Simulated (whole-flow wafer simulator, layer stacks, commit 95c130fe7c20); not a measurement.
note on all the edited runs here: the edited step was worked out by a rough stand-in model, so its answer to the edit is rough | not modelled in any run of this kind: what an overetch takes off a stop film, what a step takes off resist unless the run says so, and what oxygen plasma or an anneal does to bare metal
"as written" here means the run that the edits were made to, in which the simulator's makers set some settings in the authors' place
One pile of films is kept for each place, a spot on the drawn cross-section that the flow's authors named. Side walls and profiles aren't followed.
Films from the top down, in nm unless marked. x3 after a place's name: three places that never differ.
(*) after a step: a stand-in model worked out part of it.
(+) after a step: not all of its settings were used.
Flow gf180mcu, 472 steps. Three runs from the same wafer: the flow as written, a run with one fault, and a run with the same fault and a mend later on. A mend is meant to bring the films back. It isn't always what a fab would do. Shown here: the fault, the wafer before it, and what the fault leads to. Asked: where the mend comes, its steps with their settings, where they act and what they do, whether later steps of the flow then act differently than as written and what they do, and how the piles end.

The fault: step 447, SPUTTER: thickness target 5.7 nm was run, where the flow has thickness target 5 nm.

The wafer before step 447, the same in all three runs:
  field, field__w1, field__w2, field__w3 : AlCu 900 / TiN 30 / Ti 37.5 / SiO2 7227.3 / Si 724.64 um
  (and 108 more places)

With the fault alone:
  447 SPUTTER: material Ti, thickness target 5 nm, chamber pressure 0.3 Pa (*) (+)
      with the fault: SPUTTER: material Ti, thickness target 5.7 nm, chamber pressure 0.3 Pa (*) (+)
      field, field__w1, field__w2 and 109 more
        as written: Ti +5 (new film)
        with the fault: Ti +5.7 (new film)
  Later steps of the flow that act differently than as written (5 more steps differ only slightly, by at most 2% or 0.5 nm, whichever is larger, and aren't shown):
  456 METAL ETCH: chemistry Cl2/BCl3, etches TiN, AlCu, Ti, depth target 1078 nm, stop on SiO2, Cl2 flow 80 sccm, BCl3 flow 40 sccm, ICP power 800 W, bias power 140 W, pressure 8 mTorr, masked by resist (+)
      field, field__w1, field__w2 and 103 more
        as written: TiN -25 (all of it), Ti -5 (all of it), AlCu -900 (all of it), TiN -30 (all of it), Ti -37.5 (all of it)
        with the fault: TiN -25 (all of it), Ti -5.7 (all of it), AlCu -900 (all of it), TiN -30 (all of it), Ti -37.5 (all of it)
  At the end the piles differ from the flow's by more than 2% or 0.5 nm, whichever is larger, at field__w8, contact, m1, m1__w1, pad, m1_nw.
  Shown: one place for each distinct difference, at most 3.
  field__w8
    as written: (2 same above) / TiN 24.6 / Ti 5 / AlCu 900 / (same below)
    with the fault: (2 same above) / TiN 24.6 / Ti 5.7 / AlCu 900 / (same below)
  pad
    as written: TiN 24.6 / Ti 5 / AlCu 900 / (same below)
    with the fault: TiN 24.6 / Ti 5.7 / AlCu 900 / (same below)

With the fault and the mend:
  The mend comes after step 447.
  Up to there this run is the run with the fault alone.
  447a METAL ETCH: chemistry Cl2/BCl3, etches TiN, AlCu, Ti, depth target 0.7 nm, Cl2 flow 80 sccm, BCl3 flow 40 sccm, ICP power 800 W, bias power 140 W, pressure 8 mTorr (the flow's step 260 once more, with other settings)
      field, field__w1, field__w2 and 109 more
        Ti -0.7
  No later step of the flow acts differently than as written at any place that is followed.
  At the end the piles are the same as the flow's at every place that both follow.
